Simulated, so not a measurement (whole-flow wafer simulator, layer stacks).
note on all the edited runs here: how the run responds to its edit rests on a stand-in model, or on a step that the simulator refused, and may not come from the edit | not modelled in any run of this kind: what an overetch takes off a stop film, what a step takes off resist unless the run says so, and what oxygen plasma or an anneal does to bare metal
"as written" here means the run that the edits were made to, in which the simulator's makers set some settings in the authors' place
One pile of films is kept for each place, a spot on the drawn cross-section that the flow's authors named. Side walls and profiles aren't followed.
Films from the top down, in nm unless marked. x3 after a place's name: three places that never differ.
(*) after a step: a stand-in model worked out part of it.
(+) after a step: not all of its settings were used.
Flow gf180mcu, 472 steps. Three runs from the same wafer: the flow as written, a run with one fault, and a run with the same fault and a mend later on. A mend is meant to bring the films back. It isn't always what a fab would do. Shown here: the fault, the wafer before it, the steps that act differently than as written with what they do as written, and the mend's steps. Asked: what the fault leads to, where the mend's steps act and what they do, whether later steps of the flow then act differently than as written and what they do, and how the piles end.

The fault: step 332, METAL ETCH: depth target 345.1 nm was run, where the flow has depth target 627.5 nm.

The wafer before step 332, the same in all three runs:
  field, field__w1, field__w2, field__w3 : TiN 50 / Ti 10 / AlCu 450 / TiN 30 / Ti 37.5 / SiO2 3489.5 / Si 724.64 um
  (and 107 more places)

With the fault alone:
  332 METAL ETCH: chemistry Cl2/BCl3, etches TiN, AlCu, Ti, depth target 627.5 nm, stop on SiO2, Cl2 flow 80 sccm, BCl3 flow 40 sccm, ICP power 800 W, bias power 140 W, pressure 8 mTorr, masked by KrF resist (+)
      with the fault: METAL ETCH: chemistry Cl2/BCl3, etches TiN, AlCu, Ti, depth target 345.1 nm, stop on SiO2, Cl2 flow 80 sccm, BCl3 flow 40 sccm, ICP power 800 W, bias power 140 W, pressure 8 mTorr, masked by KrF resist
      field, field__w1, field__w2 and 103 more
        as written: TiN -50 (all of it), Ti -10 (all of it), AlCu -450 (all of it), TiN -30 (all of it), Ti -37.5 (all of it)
        with the fault: TiN -50 (all of it), Ti -10 (all of it), AlCu -285.1
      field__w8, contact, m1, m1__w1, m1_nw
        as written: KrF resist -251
        with the fault: KrF resist -138
  Later steps of the flow that act differently than as written:
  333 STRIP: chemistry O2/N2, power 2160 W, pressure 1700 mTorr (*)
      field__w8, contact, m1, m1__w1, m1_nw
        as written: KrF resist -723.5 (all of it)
        with the fault: KrF resist -836.5 (all of it)
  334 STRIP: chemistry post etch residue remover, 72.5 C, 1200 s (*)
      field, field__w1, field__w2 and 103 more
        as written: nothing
        with the fault: AlCu -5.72
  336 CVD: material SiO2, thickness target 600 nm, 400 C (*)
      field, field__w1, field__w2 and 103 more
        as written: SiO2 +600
        with the fault: SiO2 +600 (new film)
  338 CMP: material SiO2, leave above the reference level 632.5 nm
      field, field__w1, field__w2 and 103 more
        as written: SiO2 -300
        with the fault: SiO2 -526.7
  At the end the piles differ from the flow's by more than 2% or 0.5 nm, whichever is larger, at field, field__w1, field__w2 and 104 more.
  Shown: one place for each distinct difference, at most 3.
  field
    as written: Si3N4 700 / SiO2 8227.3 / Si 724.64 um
    with the fault: Si3N4 700 / SiO2 4511.1 / AlCu 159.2 / TiN 30 / Ti 37.5 / SiO2 3489.5 / Si 724.64 um
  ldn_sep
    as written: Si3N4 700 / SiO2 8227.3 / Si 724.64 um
    with the fault: Si3N4 700 / SiO2 4511.1 / AlCu 159.2 / TiN 30 / Ti 37.5 / SiO2 3489.4 / Si 724.64 um
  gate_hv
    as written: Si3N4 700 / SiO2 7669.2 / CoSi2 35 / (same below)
    with the fault: Si3N4 700 / SiO2 4511.1 / AlCu 159.2 / TiN 30 / Ti 37.5 / SiO2 2931.3 / CoSi2 35 / (same below)

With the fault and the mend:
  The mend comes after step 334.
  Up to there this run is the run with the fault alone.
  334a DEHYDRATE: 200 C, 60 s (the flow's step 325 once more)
      changes no film at any place that is followed
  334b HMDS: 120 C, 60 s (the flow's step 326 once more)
      changes no film at any place that is followed
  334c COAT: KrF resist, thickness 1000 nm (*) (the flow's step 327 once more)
      iso_ptap_pw, iso_ntap_nw, iso_nw_fld and 33 more
        KrF resist +1000 (new film)
      field_sub__w2, field_sub__w4, active and 12 more
        KrF resist +1002.2 (new film)
      p_well, sti, gate and 7 more
        KrF resist +1002.4 (new film)
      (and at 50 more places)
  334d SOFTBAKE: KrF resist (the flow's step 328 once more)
      changes no film at any place that is followed
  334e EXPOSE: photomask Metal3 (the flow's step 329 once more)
      changes no film at any place that is followed
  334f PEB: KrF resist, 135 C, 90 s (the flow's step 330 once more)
      field__w1, field__w2, field__w3 and 58 more
        KrF resist -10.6
      iso_ptap_pw, iso_ntap_nw, iso_nw_fld and 33 more
        KrF resist -10.5
      sd_p, gate_p, nw_sep_fld, polyc_n
        KrF resist -10.7
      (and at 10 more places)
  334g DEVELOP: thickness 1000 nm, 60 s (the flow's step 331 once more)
      iso_ptap_pw, iso_ntap_nw, iso_nw_fld and 33 more
        KrF resist -989.5 (all of it)
      field__w6, field__w10, field_sub__w2 and 10 more
        KrF resist -991.6 (all of it)
      field__w5, field__w9, field_sub__w1 and 9 more
        KrF resist -991.7 (all of it)
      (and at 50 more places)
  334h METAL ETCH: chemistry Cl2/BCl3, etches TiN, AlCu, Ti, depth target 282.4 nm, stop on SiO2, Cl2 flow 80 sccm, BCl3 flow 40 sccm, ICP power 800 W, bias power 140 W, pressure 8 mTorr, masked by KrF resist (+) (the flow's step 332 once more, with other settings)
      field, field__w1, field__w2 and 103 more
        AlCu -159.2 (all of it), TiN -30 (all of it), Ti -37.5 (all of it)
      field__w8, contact, m1, m1__w1, m1_nw
        KrF resist -113
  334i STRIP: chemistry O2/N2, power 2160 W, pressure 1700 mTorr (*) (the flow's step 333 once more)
      field__w8, m1
        KrF resist -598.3 (all of it)
      contact
        KrF resist -596.4 (all of it)
      m1__w1
        KrF resist -607.3 (all of it)
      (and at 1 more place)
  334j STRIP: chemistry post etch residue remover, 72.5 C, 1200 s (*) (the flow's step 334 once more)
      field__w8, contact, m1, m1__w1, m1_nw
        TiN -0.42
  No later step of the flow acts differently than as written, at any place that is followed, by more than 2% or 0.5 nm, whichever is larger.
  At the end the piles differ from the flow's only slightly at the places that both follow, by at most 2% or 0.5 nm, whichever is larger.
